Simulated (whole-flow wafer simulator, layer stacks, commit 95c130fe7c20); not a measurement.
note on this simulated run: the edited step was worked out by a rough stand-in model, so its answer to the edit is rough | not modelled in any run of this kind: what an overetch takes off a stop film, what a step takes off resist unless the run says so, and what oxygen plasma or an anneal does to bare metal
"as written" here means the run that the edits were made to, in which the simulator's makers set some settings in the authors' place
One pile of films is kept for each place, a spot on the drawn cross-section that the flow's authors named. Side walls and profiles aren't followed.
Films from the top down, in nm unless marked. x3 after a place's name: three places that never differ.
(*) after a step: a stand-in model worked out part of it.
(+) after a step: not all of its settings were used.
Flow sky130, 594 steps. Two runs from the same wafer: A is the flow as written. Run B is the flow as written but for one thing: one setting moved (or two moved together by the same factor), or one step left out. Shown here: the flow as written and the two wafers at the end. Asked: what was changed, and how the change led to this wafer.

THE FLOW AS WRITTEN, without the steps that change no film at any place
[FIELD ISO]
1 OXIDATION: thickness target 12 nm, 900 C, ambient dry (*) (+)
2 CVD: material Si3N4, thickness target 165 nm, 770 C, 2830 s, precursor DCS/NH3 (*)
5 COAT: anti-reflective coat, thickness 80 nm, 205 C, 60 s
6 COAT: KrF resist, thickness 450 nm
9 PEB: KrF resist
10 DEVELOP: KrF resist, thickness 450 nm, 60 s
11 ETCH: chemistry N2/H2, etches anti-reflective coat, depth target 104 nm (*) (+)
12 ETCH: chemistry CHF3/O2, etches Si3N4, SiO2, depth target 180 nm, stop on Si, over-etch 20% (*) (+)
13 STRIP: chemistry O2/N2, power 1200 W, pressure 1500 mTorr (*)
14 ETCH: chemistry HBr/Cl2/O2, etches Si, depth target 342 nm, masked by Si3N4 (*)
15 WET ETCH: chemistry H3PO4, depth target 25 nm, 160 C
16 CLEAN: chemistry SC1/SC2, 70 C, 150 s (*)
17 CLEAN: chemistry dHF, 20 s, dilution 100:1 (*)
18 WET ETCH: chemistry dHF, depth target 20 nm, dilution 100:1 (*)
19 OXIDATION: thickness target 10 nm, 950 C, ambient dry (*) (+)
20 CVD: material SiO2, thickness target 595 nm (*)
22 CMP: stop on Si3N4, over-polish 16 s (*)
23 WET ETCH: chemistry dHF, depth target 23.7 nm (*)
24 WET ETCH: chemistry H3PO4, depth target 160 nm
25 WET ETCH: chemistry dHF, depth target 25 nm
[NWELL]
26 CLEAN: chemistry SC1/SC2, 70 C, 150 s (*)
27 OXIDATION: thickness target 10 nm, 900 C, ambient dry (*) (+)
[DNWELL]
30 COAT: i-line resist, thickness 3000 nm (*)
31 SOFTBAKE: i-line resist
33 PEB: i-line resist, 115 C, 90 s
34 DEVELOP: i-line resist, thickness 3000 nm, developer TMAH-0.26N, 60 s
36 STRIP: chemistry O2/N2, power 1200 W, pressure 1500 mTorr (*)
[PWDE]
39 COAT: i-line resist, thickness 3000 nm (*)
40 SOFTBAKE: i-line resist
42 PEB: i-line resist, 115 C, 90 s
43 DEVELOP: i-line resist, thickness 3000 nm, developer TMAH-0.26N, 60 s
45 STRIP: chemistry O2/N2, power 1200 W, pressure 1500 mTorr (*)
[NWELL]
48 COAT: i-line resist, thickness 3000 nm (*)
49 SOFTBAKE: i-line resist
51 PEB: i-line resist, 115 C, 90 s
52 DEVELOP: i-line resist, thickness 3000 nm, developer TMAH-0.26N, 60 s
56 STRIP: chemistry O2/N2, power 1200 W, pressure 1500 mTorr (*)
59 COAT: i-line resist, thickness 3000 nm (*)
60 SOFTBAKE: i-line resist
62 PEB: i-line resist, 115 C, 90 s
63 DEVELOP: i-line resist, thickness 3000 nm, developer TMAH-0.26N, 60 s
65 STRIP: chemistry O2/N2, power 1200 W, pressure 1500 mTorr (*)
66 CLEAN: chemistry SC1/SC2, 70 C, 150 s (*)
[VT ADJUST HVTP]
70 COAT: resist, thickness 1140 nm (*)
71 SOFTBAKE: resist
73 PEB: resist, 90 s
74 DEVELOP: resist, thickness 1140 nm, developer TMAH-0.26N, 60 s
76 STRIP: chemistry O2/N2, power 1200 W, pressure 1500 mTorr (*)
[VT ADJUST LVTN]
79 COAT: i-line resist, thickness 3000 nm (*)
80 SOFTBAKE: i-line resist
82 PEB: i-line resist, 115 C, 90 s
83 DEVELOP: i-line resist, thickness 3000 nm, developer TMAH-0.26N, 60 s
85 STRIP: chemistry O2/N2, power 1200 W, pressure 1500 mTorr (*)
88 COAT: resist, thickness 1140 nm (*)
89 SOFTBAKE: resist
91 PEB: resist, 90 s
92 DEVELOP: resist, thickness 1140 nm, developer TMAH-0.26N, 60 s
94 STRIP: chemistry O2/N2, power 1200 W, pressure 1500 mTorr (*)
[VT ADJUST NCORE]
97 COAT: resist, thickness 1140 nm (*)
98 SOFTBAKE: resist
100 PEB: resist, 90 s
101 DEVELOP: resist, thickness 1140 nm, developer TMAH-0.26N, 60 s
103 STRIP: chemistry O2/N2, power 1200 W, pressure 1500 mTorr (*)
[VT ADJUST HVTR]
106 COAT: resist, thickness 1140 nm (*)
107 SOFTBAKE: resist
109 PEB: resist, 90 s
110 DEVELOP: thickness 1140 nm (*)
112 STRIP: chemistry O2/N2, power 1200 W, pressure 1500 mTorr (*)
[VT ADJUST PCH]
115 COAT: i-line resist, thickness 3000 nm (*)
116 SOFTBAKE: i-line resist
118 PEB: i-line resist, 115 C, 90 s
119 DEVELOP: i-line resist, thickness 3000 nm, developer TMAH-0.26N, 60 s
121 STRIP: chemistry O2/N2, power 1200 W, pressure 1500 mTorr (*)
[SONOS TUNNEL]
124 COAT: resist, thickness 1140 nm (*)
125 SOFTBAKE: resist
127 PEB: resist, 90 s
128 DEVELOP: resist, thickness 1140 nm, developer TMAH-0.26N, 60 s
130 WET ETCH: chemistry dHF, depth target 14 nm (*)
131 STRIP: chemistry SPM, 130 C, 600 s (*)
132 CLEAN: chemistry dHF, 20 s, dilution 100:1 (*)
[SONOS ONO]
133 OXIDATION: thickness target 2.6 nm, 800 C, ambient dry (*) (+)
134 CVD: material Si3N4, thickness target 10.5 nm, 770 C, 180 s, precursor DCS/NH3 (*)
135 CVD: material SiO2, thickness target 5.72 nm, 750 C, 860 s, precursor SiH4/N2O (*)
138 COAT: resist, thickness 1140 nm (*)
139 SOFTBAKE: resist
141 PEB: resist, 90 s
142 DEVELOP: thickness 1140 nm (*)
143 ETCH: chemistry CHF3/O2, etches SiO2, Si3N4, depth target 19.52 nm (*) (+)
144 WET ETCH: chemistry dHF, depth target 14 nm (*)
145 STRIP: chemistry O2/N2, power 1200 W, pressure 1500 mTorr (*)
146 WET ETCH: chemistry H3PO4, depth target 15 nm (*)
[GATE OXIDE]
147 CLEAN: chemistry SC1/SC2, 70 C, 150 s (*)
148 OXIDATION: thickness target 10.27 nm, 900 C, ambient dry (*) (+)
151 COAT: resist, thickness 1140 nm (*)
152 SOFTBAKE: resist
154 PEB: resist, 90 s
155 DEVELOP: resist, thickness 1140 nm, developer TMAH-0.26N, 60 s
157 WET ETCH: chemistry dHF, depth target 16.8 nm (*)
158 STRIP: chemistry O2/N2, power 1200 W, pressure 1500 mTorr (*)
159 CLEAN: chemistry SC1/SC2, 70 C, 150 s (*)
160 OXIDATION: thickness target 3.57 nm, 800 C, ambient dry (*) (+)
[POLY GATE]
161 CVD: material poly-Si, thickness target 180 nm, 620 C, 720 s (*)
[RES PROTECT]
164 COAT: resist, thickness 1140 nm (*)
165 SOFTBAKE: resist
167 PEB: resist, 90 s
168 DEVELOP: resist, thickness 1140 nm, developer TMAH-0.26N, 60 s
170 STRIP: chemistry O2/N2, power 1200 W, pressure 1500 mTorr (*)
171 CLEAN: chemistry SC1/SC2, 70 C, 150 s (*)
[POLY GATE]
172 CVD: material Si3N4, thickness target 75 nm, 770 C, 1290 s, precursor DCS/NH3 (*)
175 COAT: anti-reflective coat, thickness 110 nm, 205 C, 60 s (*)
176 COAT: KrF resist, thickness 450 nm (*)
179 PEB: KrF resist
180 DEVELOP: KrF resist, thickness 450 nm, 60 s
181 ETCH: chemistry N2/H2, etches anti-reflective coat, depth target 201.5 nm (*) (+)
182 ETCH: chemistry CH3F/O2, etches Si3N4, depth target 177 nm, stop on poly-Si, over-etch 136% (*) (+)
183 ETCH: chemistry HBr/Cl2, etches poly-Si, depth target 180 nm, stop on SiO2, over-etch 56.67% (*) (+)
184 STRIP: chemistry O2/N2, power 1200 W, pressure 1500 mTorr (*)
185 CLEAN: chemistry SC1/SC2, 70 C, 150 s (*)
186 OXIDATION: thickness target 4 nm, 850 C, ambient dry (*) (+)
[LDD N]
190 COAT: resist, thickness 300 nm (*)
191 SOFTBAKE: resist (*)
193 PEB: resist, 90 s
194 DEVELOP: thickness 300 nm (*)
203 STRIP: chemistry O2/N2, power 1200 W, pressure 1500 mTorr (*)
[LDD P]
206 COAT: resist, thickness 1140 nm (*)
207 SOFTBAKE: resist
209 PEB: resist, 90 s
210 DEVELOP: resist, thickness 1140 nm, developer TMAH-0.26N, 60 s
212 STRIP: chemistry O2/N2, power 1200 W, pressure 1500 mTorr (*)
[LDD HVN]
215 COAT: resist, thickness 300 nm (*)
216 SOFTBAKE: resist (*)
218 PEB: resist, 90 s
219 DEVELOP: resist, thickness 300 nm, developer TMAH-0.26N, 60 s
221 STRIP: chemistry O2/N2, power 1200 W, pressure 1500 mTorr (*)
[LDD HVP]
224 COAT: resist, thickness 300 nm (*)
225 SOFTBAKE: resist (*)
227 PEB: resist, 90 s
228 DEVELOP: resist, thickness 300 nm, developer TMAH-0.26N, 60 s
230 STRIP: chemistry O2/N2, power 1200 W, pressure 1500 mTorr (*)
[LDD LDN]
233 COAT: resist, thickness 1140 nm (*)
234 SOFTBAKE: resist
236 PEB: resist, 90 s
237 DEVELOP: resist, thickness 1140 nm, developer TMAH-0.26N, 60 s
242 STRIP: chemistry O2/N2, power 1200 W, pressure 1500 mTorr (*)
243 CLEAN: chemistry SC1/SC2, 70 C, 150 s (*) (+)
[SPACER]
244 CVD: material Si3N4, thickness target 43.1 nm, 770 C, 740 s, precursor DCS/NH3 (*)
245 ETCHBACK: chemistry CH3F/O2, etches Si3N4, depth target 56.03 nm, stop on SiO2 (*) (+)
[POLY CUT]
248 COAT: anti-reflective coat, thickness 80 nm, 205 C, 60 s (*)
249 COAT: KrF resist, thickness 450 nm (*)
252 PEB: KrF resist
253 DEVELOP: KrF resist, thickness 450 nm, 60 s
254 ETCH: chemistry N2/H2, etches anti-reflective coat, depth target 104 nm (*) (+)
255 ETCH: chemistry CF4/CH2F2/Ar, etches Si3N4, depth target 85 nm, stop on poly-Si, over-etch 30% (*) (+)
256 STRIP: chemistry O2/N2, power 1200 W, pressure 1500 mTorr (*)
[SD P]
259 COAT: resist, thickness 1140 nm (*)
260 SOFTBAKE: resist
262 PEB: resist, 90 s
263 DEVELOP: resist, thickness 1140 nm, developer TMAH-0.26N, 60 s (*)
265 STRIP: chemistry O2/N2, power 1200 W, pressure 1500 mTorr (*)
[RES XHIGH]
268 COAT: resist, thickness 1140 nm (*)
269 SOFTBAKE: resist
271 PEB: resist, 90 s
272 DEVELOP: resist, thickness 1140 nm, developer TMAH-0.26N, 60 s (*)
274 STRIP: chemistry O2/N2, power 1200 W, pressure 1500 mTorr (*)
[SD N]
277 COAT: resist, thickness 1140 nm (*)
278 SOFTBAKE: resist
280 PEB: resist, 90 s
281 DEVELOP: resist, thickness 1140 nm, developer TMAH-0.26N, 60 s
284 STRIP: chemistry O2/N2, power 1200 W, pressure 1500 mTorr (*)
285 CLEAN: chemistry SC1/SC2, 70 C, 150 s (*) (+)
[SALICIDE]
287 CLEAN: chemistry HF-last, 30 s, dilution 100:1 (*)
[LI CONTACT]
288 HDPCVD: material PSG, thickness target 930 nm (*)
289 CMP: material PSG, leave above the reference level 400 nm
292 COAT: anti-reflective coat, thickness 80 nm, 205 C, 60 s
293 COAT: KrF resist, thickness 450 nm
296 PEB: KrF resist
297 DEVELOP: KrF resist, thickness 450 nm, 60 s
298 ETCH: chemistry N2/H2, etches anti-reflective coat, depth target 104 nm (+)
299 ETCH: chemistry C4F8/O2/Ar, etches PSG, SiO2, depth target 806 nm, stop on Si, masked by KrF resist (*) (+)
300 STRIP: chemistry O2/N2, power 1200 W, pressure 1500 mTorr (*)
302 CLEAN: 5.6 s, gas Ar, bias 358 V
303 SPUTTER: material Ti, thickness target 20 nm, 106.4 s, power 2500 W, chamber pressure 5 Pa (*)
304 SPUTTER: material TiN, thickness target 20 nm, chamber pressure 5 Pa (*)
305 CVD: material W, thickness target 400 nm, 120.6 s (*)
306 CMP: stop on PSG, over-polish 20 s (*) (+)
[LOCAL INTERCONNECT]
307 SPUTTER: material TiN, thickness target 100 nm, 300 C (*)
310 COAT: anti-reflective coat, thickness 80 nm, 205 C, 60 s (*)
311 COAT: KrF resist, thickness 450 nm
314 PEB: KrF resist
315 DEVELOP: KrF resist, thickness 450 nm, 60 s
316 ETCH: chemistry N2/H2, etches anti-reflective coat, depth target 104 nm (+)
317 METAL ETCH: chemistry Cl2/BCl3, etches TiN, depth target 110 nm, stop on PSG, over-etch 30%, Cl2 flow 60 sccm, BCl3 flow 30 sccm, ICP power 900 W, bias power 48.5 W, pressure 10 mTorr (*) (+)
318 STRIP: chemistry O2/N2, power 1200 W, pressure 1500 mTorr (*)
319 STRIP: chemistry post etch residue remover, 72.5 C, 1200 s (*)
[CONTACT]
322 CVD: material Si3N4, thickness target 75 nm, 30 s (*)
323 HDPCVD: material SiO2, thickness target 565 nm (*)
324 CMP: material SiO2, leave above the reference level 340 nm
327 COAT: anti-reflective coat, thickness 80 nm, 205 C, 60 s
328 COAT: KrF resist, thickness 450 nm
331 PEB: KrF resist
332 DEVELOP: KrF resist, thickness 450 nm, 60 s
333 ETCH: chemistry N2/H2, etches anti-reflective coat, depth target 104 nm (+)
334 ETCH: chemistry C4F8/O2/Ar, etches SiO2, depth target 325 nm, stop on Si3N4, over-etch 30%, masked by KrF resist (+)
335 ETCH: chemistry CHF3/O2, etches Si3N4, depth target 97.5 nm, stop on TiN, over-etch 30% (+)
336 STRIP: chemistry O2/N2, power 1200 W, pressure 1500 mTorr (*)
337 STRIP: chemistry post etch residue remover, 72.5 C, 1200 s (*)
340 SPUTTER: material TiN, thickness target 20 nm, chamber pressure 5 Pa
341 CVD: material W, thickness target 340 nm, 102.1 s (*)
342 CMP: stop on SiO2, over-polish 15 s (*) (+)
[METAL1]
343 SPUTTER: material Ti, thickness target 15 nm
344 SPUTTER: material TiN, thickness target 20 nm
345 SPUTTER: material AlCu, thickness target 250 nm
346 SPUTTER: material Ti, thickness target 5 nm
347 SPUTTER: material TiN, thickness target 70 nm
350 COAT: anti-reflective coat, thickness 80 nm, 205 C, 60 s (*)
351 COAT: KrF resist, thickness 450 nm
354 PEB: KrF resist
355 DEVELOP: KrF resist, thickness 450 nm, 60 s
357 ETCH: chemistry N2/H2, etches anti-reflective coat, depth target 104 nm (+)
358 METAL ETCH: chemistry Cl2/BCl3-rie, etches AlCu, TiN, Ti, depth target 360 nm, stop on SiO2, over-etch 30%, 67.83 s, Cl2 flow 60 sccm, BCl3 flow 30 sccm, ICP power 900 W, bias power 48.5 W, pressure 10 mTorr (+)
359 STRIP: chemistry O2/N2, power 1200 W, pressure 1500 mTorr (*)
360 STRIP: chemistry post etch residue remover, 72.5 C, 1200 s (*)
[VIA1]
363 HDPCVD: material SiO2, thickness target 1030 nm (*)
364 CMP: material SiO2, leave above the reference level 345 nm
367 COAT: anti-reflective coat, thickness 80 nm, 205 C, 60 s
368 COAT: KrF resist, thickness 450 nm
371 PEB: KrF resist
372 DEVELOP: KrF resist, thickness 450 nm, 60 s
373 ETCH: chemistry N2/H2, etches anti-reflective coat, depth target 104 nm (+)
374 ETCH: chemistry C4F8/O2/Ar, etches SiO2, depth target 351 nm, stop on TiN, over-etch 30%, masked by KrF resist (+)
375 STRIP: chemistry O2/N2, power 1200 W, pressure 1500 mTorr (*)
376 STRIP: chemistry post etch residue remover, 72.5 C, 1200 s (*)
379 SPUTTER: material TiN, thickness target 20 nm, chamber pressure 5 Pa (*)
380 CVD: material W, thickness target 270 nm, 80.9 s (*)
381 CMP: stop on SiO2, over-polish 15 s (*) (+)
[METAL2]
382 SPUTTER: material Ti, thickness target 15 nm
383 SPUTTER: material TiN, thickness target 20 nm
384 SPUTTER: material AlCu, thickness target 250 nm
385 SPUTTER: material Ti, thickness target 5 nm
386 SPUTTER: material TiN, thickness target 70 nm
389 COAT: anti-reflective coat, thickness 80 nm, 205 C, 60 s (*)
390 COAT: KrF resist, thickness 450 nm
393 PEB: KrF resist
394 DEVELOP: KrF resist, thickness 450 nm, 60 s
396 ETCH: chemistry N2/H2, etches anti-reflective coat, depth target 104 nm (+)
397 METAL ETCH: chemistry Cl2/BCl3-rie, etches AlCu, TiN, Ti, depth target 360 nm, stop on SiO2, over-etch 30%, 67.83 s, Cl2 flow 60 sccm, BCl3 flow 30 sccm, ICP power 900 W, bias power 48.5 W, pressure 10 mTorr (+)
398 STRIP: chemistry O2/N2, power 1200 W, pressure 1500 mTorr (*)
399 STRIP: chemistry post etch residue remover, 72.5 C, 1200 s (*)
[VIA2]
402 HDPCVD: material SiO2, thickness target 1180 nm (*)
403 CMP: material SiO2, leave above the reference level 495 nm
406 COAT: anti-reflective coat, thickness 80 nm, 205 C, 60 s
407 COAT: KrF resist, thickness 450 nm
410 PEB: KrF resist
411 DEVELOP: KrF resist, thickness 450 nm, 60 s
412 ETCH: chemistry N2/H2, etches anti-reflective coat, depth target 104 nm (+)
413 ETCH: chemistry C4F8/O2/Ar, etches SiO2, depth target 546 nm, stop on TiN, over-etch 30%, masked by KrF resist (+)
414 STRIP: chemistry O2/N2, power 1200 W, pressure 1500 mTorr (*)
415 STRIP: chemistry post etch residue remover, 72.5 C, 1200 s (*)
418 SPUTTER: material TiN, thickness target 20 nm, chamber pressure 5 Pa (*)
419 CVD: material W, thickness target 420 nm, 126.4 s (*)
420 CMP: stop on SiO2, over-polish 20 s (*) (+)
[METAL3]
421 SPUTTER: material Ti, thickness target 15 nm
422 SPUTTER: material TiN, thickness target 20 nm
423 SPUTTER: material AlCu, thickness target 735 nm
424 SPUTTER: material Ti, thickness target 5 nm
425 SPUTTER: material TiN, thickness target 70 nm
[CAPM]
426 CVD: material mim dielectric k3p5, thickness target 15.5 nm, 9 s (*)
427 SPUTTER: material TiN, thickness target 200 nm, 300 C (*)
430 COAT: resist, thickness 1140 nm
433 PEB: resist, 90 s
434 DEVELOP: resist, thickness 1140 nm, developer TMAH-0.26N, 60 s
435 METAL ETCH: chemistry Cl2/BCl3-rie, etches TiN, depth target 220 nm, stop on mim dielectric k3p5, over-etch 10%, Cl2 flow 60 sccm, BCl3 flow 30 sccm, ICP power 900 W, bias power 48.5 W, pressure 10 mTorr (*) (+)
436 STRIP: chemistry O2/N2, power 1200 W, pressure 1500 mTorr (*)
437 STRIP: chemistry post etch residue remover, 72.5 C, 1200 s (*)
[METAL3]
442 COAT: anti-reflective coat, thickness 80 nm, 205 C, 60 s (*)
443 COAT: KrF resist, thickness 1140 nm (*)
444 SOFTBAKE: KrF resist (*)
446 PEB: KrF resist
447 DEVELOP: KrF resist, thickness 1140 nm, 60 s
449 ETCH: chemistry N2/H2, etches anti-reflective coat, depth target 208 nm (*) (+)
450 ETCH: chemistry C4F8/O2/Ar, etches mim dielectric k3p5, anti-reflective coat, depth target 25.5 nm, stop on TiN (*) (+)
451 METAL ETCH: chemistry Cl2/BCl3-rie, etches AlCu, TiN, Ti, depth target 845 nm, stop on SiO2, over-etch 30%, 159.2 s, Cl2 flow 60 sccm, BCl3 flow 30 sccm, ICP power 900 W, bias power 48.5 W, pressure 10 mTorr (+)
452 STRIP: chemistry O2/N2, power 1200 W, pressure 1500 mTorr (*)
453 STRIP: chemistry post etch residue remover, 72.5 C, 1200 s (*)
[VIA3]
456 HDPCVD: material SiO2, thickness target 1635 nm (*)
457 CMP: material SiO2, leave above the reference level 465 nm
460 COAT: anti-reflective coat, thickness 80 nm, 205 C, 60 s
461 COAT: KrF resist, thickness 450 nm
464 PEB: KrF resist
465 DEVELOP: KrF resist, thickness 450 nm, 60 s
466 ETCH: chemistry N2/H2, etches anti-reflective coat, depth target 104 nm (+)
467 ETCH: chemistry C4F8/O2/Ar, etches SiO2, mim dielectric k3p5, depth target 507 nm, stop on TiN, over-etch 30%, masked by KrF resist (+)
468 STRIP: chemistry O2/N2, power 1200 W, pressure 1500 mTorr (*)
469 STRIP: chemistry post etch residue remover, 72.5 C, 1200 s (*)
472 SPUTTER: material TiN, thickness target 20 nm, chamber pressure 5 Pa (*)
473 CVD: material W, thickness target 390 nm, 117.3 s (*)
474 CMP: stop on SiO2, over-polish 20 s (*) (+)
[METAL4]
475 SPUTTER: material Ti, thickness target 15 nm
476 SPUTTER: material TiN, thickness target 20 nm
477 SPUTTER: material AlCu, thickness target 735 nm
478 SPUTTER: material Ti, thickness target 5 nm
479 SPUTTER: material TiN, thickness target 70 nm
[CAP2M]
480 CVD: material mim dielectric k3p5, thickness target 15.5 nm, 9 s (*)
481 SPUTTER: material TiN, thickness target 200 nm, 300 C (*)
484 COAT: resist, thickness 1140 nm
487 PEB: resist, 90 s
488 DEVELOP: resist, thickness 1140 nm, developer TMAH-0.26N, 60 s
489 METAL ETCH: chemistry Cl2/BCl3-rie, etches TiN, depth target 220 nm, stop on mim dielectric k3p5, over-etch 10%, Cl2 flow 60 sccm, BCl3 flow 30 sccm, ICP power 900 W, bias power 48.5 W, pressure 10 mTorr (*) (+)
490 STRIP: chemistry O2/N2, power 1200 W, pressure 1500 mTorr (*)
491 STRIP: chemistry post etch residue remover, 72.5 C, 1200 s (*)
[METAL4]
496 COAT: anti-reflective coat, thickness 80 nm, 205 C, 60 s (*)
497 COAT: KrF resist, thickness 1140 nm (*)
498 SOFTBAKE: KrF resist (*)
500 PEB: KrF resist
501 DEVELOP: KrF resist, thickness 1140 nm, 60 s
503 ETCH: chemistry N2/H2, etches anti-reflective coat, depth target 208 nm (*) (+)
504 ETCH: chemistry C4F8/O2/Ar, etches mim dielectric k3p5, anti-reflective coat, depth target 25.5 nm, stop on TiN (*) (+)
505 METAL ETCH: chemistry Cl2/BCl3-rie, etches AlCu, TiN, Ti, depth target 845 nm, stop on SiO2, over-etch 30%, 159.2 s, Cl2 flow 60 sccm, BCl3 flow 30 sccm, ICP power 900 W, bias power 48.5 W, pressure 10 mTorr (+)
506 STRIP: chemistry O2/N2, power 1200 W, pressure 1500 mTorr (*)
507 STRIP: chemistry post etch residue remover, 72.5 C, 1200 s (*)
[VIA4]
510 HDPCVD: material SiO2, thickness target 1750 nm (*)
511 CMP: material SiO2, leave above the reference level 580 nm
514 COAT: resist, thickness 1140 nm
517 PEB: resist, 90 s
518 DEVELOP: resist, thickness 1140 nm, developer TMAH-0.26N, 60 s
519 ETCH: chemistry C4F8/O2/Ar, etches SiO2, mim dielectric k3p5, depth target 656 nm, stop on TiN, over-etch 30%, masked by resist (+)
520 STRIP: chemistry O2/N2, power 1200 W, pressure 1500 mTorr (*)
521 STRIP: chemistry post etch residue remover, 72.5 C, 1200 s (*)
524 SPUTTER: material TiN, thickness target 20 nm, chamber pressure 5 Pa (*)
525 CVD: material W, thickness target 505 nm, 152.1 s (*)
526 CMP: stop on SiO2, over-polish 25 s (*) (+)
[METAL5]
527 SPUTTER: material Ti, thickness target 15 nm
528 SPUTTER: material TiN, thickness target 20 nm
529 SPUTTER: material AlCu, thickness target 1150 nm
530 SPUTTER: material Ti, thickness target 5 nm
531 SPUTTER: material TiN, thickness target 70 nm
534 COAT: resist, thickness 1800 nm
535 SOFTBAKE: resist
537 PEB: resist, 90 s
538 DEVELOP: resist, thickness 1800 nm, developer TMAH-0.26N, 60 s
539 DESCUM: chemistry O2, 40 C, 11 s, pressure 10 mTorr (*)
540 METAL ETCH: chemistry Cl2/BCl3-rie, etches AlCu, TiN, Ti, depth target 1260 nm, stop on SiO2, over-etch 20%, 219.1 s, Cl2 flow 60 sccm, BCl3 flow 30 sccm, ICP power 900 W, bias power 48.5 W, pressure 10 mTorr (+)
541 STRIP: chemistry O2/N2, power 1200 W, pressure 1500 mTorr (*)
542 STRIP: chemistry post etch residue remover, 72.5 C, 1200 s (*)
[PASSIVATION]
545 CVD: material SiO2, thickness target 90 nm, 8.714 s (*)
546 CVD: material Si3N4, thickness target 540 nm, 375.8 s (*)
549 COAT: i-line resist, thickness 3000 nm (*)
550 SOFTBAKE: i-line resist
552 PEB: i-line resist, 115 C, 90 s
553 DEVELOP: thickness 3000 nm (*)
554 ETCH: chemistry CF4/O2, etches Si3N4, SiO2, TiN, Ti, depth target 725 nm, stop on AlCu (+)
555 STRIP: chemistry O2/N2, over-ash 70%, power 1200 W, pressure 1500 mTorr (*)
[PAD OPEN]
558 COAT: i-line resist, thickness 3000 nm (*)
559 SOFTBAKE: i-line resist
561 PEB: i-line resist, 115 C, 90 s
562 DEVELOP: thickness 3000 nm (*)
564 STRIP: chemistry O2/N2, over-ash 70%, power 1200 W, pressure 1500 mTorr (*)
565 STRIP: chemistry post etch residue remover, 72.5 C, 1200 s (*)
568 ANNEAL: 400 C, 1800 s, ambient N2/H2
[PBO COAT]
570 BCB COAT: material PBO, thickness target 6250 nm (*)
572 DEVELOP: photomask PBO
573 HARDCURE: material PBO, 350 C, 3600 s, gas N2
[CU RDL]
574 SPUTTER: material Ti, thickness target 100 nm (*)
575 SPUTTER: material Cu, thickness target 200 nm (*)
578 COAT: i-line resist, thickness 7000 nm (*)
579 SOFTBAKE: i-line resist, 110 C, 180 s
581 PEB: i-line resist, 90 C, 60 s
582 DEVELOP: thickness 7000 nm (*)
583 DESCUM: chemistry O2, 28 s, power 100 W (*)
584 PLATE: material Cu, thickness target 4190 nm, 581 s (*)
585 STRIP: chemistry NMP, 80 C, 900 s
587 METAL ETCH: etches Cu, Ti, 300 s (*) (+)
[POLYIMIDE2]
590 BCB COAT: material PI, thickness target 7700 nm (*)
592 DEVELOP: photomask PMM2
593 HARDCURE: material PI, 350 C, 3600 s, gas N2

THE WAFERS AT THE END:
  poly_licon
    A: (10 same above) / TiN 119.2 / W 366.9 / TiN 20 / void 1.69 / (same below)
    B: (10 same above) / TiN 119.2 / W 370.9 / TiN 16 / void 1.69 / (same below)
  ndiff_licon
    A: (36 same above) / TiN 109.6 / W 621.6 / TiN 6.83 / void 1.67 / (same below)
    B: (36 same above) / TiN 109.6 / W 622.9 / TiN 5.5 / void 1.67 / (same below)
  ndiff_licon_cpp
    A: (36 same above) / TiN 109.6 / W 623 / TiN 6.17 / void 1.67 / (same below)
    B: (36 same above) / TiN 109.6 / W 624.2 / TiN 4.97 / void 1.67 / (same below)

The cause: step 304, SPUTTER: thickness target 16 nm was run, where the flow has thickness target 20 nm.
It can be read off the wafer: poly_licon has TiN 16, and step 304 as written asks for 20 nm.

How the change led to this, step by step:
  304 SPUTTER: material TiN, thickness target 20 nm, chamber pressure 5 Pa (*)
      field, active, n_well and 185 more: A TiN +20 (new film) | B TiN +16 (new film)
      ndiff_licon: A TiN +6.83 (new film) | B TiN +5.5 (new film)
      (and at 2 more places)
  306 CMP: stop on PSG, over-polish 20 s (*) (+)
      field, active, n_well and 184 more: A W -400 (all of it), TiN -20 (all of it), Ti -20 (all of it), PSG -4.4 | B W -400 (all of it), TiN -16 (all of it), Ti -20 (all of it), PSG -4.4
      poly_licon: A W -33.1 | B W -29.1
